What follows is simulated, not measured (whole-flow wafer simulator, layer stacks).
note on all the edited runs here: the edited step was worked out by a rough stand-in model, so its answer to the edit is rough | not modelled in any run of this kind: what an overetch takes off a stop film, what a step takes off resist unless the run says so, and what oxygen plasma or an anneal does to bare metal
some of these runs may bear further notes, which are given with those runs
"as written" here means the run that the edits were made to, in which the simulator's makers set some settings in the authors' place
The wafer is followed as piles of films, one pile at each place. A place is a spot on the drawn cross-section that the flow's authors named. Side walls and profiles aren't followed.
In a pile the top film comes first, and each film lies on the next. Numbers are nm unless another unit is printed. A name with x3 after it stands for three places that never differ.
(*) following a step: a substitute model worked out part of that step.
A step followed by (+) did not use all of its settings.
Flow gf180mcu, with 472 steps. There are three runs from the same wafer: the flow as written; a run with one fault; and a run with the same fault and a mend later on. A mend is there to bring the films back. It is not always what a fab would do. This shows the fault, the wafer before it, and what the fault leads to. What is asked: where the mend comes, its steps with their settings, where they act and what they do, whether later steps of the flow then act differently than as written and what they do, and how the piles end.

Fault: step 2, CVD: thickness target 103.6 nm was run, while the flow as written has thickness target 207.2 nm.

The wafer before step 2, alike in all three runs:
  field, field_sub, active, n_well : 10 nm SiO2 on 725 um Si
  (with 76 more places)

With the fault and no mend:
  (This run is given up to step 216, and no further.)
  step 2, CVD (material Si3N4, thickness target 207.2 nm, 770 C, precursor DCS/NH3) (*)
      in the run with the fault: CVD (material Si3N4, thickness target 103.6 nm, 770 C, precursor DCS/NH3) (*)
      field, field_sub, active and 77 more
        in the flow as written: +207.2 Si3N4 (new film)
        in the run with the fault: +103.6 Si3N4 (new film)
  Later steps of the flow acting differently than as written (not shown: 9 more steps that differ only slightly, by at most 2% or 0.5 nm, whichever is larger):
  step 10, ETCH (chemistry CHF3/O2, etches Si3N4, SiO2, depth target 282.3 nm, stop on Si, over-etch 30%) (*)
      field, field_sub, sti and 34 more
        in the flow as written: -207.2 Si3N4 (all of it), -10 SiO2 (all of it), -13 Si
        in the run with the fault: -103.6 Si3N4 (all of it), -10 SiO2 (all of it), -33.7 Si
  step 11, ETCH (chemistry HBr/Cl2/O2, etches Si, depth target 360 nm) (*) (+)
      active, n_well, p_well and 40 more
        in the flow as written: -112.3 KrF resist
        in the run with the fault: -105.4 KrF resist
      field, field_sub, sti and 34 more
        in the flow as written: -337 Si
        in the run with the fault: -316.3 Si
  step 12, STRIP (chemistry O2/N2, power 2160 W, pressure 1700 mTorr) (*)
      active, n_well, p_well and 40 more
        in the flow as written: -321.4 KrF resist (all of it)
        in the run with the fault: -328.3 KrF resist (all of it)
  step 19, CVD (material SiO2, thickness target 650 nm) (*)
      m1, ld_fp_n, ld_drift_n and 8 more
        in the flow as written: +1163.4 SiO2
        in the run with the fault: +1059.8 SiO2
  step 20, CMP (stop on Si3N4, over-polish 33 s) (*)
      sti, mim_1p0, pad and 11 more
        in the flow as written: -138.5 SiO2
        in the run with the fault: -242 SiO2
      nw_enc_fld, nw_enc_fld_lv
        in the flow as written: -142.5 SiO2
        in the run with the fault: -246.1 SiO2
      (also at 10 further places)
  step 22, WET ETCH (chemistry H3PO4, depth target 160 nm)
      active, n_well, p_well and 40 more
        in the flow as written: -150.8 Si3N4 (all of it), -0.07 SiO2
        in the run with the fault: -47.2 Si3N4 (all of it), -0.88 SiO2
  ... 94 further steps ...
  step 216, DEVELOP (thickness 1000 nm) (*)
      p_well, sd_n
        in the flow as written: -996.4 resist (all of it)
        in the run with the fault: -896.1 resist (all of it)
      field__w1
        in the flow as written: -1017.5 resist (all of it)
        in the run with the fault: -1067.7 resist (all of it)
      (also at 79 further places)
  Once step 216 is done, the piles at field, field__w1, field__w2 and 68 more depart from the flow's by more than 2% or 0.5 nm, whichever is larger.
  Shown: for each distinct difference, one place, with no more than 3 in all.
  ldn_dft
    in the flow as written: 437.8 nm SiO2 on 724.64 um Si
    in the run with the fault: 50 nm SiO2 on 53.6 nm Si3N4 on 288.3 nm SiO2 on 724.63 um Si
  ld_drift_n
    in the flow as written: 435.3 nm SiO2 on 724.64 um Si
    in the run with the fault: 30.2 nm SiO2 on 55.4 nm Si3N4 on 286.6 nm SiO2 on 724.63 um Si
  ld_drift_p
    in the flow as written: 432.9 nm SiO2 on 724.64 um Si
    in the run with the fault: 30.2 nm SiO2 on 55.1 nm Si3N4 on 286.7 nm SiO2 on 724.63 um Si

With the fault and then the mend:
  The mend stands after step 2.
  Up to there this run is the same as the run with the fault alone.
  step 2a, CVD (material Si3N4, thickness target 103.6 nm, 770 C, precursor DCS/NH3) (*) (the flow's step 2 again, with other settings)
      field, field_sub, active and 77 more
        +103.6 Si3N4
  Every later step of the flow that is run acts as written at every place that is followed.
  The piles end the same as the flow's at every place that both follow.
